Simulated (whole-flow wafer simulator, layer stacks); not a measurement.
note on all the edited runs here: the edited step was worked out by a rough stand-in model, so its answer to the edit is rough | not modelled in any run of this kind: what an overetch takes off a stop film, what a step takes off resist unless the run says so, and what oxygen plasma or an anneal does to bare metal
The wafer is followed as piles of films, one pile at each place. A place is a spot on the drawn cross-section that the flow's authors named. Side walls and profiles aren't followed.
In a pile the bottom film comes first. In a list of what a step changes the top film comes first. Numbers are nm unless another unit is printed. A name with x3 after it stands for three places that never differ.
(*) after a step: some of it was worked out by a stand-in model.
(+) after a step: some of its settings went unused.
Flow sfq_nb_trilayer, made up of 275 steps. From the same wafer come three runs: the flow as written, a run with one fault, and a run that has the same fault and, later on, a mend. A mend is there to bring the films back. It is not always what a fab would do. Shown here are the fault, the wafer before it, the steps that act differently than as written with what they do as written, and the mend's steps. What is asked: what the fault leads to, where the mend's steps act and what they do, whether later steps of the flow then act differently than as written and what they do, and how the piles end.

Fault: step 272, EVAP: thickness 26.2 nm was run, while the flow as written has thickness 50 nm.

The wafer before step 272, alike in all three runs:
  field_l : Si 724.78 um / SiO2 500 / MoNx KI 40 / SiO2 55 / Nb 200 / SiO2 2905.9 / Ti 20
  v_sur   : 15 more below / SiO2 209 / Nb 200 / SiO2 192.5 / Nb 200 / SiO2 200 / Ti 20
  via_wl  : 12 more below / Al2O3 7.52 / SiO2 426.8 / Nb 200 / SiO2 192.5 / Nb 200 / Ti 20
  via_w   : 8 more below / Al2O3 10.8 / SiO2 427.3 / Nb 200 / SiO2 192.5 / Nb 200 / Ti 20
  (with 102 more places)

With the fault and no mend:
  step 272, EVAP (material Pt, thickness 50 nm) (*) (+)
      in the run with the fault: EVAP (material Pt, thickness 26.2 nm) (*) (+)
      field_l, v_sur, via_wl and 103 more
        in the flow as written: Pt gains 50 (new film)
        in the run with the fault: Pt gains 26.2 (new film)
  Steps further on in the flow that do not act as written:
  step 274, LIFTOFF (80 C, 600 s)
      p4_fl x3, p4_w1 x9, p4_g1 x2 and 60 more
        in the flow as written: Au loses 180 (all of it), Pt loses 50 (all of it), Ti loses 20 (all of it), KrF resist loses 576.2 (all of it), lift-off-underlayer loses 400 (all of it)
        in the run with the fault: Au loses 180 (all of it), Pt loses 26.2 (all of it), Ti loses 20 (all of it), KrF resist loses 576.2 (all of it), lift-off-underlayer loses 400 (all of it)
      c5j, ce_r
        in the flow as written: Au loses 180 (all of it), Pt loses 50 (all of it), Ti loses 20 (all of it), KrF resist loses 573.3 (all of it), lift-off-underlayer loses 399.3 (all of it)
        in the run with the fault: Au loses 180 (all of it), Pt loses 26.2 (all of it), Ti loses 20 (all of it), KrF resist loses 573.3 (all of it), lift-off-underlayer loses 399.3 (all of it)
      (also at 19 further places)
  The piles end different from the flow's at field_l, v_sur, via_wl and 8 more by more than 2% or 0.5 nm, whichever is larger.
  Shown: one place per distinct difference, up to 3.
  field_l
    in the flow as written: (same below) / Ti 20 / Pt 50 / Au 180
    in the run with the fault: (same below) / Ti 20 / Pt 26.2 / Au 180

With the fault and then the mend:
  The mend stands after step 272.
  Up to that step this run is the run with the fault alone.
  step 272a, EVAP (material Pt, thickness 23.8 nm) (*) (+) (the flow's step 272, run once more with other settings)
      field_l, v_sur, via_wl and 103 more
        Pt gains 23.8
  Later steps of the flow that are run all act as written at every place that is followed.
  By the end, the piles equal the flow's at every place that both follow.
